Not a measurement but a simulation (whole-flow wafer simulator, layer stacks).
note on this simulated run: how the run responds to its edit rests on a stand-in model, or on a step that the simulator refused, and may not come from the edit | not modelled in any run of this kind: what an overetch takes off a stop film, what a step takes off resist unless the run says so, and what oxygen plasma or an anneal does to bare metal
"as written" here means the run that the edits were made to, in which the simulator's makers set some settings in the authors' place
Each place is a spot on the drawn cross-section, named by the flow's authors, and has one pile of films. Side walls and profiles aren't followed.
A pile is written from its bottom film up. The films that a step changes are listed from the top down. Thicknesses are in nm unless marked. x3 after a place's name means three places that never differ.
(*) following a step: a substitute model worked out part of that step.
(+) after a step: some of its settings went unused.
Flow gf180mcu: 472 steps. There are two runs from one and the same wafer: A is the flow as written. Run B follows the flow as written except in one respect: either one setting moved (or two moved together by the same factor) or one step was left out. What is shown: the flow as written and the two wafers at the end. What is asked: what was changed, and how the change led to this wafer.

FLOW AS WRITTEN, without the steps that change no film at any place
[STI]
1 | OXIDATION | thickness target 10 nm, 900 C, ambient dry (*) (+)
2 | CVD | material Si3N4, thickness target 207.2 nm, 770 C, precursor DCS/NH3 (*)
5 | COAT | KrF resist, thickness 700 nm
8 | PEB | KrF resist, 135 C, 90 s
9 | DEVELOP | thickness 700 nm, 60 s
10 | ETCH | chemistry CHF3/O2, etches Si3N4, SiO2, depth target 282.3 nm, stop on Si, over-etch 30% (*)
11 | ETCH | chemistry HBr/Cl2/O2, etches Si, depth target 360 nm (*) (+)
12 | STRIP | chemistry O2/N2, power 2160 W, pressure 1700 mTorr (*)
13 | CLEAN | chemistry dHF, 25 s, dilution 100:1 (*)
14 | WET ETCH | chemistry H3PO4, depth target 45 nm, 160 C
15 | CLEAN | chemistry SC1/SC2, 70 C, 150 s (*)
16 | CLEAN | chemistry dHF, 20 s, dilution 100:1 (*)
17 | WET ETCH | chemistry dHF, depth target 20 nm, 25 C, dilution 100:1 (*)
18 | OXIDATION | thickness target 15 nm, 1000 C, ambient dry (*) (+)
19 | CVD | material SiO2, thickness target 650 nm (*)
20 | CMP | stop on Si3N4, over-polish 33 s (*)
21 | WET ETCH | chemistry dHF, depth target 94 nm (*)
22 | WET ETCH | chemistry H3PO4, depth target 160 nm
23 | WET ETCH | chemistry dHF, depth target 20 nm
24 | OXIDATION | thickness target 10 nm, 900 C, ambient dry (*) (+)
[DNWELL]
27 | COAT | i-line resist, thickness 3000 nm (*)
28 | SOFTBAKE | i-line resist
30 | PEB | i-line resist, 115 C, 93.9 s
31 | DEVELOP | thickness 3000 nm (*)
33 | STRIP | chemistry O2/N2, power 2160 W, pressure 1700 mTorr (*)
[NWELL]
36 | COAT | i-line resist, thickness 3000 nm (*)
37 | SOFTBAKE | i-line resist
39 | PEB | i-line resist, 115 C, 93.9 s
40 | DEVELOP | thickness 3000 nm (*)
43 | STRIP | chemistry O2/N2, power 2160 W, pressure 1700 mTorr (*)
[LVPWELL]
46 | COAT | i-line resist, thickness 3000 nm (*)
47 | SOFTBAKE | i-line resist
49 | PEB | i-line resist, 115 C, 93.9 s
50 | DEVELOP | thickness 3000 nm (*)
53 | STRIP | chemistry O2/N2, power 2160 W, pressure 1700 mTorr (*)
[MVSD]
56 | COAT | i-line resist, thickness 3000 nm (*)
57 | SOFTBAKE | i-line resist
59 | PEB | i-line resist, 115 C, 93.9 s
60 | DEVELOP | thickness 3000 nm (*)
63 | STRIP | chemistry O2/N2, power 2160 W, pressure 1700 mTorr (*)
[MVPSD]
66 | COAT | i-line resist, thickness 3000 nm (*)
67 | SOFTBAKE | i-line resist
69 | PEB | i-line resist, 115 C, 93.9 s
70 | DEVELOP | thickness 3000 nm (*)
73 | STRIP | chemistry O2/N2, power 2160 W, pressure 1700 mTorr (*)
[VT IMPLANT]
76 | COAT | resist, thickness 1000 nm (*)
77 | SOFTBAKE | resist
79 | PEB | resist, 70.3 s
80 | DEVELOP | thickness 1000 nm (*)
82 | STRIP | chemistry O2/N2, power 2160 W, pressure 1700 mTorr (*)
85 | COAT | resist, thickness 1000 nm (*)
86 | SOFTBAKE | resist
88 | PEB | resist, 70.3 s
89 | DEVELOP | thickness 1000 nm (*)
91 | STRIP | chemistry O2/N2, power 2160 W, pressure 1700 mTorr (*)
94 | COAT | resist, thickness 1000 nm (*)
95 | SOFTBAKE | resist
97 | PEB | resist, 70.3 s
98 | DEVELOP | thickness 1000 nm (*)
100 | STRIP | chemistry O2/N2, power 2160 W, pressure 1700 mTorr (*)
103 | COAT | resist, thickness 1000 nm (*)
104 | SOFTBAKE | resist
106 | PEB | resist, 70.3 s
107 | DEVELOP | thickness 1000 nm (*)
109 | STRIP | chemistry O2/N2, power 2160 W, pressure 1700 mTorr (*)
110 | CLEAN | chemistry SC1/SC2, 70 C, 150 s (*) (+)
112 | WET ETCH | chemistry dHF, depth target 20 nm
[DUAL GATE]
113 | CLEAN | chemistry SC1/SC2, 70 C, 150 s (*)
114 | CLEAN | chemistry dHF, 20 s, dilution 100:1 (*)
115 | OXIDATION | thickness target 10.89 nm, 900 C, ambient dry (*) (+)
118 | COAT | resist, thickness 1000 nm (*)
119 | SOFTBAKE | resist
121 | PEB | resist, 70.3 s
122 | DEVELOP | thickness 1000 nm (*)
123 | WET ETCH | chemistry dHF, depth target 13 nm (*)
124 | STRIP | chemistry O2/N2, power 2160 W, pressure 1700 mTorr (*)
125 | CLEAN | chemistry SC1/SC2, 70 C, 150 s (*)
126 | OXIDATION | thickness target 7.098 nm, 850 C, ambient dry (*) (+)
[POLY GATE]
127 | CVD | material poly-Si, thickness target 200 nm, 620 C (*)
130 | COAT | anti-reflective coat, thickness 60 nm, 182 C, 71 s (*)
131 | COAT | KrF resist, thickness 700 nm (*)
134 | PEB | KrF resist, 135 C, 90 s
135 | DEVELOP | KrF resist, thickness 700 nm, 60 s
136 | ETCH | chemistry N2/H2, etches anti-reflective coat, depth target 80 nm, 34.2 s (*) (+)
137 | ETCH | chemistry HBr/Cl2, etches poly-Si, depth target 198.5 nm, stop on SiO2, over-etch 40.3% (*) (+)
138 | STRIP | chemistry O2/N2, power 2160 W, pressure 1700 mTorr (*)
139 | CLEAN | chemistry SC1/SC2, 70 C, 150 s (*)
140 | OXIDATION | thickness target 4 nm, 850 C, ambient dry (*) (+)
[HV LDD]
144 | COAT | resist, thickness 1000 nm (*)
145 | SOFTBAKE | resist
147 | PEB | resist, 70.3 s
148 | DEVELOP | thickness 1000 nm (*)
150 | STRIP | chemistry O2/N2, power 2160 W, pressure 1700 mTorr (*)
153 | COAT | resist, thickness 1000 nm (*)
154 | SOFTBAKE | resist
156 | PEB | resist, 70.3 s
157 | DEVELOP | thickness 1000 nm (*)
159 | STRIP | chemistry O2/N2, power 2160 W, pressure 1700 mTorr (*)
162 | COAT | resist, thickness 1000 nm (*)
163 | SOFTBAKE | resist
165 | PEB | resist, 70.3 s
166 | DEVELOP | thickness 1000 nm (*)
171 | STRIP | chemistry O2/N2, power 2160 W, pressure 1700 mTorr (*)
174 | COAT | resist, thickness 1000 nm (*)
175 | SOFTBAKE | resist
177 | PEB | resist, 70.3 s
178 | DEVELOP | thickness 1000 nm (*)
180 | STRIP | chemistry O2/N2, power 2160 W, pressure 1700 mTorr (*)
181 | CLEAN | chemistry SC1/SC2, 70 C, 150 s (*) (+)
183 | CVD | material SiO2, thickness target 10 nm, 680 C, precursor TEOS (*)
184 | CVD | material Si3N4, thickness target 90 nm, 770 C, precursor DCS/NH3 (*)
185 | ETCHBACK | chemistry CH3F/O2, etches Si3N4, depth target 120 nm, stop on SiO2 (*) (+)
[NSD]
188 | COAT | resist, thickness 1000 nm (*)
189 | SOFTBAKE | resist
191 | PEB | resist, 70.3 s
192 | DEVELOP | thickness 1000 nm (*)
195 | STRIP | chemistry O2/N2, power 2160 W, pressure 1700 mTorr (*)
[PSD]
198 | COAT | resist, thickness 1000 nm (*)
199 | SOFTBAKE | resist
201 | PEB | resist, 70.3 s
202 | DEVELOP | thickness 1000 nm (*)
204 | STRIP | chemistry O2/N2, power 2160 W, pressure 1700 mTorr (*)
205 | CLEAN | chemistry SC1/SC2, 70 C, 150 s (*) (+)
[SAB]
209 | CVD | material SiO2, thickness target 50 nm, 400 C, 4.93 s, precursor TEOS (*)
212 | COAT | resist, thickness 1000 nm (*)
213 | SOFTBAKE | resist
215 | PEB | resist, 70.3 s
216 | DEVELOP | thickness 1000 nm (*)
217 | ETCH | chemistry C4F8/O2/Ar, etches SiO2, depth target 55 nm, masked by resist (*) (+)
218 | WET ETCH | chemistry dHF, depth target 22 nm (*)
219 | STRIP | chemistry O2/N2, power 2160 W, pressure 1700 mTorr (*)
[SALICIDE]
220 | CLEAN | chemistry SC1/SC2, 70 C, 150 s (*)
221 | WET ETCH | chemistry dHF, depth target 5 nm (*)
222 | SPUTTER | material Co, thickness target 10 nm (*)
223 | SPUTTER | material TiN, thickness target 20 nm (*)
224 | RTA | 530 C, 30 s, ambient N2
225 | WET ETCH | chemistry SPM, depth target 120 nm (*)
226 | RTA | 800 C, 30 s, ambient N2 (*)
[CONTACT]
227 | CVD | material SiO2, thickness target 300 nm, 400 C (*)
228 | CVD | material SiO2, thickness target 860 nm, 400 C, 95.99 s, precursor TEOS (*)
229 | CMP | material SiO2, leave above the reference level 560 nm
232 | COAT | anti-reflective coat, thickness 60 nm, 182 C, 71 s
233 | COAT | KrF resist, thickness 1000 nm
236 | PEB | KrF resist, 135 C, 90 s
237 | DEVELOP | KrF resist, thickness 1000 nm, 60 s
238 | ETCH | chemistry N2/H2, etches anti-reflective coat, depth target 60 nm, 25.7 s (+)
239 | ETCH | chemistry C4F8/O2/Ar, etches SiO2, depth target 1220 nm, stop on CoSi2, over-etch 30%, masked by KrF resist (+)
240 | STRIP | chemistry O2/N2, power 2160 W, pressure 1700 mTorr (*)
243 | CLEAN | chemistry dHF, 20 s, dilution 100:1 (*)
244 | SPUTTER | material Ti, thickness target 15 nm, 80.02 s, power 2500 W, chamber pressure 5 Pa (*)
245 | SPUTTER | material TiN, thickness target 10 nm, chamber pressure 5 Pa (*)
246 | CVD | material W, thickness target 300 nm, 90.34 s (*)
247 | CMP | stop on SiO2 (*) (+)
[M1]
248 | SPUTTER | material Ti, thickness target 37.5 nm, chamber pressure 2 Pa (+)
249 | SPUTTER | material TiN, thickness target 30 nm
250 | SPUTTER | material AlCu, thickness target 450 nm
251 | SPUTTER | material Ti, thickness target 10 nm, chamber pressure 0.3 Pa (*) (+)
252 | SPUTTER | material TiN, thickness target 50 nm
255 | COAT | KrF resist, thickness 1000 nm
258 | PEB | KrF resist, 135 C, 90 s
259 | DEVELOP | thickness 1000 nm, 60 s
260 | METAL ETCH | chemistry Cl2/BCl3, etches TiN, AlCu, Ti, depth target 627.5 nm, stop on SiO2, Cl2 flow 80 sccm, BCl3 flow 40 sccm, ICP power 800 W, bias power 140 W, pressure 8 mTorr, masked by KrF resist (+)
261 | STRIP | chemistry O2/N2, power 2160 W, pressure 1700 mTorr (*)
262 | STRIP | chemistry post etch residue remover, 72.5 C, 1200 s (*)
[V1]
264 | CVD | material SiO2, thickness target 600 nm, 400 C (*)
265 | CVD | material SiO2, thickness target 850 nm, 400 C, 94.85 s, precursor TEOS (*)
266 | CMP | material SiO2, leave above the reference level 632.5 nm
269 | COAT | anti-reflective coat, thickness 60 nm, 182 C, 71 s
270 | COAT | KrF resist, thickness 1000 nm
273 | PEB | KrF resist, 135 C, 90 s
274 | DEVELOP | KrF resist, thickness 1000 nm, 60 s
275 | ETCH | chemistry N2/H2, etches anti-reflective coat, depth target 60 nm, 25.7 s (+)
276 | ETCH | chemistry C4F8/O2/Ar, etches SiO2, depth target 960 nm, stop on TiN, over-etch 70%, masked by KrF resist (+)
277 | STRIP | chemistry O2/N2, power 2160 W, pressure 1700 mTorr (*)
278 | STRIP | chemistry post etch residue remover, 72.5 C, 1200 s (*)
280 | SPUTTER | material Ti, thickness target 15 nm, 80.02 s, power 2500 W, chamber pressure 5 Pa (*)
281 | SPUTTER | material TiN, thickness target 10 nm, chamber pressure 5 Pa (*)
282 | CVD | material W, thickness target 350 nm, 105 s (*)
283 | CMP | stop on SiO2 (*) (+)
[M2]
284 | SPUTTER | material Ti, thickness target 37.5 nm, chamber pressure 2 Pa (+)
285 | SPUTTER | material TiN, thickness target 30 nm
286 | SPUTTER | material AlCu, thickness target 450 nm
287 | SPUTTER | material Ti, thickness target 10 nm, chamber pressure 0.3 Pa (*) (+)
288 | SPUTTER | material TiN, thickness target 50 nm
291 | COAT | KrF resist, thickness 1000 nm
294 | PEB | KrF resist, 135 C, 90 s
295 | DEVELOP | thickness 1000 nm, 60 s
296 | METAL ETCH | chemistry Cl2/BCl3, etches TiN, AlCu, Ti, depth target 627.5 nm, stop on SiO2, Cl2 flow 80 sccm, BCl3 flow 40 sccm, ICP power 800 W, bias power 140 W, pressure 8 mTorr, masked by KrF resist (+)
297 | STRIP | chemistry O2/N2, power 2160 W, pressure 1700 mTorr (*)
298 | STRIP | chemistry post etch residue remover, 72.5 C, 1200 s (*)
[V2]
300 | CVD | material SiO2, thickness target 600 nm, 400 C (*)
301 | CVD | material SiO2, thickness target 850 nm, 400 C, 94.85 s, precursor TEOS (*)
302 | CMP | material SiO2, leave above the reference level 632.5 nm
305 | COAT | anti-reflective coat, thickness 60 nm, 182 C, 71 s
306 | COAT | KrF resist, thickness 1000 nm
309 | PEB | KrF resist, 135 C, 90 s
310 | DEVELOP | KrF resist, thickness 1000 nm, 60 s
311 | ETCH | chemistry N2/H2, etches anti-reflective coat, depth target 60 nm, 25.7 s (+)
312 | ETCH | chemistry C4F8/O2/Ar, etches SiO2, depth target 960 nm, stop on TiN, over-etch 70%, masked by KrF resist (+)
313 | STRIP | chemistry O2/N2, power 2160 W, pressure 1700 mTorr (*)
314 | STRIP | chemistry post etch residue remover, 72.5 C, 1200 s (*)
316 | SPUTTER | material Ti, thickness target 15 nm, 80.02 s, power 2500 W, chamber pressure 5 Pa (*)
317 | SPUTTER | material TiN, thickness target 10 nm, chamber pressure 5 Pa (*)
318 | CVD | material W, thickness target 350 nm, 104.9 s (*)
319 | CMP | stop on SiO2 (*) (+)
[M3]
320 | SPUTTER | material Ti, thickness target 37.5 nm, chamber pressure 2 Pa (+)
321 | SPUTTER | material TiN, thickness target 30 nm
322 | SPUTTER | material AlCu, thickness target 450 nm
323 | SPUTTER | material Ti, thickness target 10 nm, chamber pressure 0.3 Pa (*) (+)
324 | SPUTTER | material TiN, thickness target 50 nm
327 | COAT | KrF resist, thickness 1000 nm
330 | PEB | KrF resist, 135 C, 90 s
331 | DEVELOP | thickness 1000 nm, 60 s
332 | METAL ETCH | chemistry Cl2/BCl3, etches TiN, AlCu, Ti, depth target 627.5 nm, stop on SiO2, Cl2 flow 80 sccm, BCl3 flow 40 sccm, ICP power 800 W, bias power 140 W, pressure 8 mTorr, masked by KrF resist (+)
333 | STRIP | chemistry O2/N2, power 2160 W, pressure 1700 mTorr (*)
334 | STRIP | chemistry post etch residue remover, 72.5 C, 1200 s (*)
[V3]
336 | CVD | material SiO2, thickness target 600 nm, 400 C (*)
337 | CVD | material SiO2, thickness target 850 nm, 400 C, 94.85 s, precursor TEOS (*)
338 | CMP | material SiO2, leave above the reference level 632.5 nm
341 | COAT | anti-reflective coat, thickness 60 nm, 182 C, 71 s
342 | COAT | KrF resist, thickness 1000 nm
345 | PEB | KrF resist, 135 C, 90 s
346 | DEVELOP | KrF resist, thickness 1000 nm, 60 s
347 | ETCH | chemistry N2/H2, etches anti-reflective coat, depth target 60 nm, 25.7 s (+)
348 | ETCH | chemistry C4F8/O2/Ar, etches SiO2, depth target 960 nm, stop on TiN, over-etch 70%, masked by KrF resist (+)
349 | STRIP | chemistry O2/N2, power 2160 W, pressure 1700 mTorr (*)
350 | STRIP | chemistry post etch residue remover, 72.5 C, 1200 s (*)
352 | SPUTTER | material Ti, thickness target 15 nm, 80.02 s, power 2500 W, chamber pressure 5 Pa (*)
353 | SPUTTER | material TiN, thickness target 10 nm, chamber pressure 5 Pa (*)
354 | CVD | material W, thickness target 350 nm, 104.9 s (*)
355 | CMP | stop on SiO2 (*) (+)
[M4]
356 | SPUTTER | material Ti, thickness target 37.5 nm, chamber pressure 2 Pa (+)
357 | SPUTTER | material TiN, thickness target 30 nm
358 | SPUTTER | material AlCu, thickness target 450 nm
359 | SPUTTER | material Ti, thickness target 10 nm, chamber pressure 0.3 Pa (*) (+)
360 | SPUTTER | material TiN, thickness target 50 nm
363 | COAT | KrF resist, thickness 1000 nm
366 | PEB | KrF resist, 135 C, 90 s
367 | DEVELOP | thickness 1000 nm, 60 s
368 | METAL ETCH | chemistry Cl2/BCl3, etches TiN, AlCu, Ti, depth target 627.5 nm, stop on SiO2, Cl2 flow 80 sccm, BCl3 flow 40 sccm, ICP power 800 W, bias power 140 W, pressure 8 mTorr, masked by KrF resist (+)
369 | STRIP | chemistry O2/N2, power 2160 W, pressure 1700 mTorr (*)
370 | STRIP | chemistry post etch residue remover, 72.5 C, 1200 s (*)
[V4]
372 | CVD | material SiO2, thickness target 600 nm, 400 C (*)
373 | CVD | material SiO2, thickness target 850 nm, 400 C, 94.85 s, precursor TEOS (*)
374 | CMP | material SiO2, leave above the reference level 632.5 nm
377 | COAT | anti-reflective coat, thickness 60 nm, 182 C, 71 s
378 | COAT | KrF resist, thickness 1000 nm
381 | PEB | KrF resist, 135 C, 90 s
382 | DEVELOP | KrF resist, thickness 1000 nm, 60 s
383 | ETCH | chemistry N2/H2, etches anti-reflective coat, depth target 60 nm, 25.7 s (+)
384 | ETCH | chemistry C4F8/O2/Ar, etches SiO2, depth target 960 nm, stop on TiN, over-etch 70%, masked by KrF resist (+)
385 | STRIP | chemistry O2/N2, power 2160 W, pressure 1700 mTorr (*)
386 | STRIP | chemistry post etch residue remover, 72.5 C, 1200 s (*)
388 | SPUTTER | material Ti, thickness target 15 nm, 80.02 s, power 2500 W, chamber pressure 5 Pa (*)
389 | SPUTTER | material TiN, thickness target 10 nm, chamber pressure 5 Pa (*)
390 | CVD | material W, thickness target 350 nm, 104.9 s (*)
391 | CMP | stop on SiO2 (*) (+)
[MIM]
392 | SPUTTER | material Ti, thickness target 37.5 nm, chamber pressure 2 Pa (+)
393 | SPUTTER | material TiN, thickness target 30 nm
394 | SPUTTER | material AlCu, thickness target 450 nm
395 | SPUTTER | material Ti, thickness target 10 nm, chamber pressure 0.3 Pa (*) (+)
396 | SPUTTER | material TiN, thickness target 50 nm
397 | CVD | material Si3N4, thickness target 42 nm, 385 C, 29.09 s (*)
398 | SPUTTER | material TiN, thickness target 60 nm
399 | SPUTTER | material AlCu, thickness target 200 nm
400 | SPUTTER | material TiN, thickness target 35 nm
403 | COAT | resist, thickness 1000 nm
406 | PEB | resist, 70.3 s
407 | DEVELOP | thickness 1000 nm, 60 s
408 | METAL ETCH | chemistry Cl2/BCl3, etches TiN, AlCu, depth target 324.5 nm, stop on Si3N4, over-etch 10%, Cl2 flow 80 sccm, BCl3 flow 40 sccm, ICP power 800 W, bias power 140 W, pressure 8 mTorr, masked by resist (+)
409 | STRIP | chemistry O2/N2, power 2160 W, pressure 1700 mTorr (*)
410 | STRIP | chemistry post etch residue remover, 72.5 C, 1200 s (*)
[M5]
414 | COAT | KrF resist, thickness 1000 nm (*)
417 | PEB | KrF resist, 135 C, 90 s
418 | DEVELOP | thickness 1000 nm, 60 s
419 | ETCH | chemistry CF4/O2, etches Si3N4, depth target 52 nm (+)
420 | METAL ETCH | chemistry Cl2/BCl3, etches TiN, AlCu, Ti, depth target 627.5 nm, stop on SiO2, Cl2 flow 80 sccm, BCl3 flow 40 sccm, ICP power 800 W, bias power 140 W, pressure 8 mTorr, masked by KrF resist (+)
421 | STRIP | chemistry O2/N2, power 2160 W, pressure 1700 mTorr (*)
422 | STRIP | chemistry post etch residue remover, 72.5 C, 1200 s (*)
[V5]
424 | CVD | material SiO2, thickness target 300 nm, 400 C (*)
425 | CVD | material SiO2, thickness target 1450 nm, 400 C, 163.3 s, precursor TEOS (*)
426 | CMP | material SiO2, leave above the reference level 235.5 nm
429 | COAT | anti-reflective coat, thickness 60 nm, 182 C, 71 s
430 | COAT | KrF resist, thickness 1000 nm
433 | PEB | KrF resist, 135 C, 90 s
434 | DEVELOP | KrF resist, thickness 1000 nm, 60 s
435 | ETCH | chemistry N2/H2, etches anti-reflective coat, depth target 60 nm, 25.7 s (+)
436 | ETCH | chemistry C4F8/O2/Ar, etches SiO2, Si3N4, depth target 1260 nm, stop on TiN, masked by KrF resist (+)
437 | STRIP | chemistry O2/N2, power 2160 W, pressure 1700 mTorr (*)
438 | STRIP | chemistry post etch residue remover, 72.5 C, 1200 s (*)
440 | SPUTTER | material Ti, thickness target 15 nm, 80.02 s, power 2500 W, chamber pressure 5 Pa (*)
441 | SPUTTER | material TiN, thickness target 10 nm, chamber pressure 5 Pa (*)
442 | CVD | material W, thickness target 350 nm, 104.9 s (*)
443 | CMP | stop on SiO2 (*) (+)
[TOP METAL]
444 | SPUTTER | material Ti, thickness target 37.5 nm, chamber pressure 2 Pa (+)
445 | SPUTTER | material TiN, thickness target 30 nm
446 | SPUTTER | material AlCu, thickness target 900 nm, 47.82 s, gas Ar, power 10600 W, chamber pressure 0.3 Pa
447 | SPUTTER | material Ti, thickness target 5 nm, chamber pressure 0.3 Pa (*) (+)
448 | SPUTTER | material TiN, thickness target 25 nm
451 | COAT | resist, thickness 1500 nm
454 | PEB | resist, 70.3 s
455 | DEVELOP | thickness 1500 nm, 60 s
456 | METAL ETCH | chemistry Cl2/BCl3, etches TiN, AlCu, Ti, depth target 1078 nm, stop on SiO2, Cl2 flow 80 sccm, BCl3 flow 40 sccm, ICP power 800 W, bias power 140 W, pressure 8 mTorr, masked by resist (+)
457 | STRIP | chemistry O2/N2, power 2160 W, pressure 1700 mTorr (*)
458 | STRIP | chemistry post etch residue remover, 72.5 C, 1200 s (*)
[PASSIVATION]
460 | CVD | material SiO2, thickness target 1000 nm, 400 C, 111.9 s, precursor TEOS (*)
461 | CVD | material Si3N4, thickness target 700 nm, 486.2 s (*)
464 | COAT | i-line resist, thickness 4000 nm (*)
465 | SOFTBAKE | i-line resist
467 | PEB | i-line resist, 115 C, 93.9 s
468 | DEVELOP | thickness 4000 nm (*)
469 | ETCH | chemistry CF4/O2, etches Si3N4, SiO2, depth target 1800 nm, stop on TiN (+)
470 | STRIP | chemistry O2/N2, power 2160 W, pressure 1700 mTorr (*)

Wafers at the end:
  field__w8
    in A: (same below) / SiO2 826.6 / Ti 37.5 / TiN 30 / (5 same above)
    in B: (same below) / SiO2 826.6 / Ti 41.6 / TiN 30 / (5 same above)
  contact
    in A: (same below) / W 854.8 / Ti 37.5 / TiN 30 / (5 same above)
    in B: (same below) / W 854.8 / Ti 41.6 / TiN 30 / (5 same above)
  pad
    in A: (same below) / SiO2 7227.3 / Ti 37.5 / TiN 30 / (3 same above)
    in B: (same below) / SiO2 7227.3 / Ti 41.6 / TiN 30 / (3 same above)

The reason: step 444, SPUTTER: thickness target 41.6 nm was run, whereas the flow has thickness target 37.5 nm.
One can read it off the wafer: field__w8 has Ti 41.6, and step 444 as written asks for 37.5 nm.

How this came from the change, step by step:
  444 | SPUTTER | material Ti, thickness target 37.5 nm, chamber pressure 2 Pa (+)
      field, field__w1, field__w2 and 109 more: A Ti gains 37.5 (new film) | B Ti gains 41.6 (new film)
  456 | METAL ETCH | chemistry Cl2/BCl3, etches TiN, AlCu, Ti, depth target 1078 nm, stop on SiO2, Cl2 flow 80 sccm, BCl3 flow 40 sccm, ICP power 800 W, bias power 140 W, pressure 8 mTorr, masked by resist (+)
      field, field__w1, field__w2 and 103 more: A TiN loses 25 (all of it), Ti loses 5 (all of it), AlCu loses 900 (all of it), TiN loses 30 (all of it), Ti loses 37.5 (all of it) | B TiN loses 25 (all of it), Ti loses 5 (all of it), AlCu loses 900 (all of it), TiN loses 30 (all of it), Ti loses 41.6 (all of it)
  465 | SOFTBAKE | i-line resist
      gate: A i-line resist gains 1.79 | B i-line resist loses 0.34
      ld_acc_p, ld_fp_p: A i-line resist gains 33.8 | B i-line resist gains 27
      (also at 58 further places)
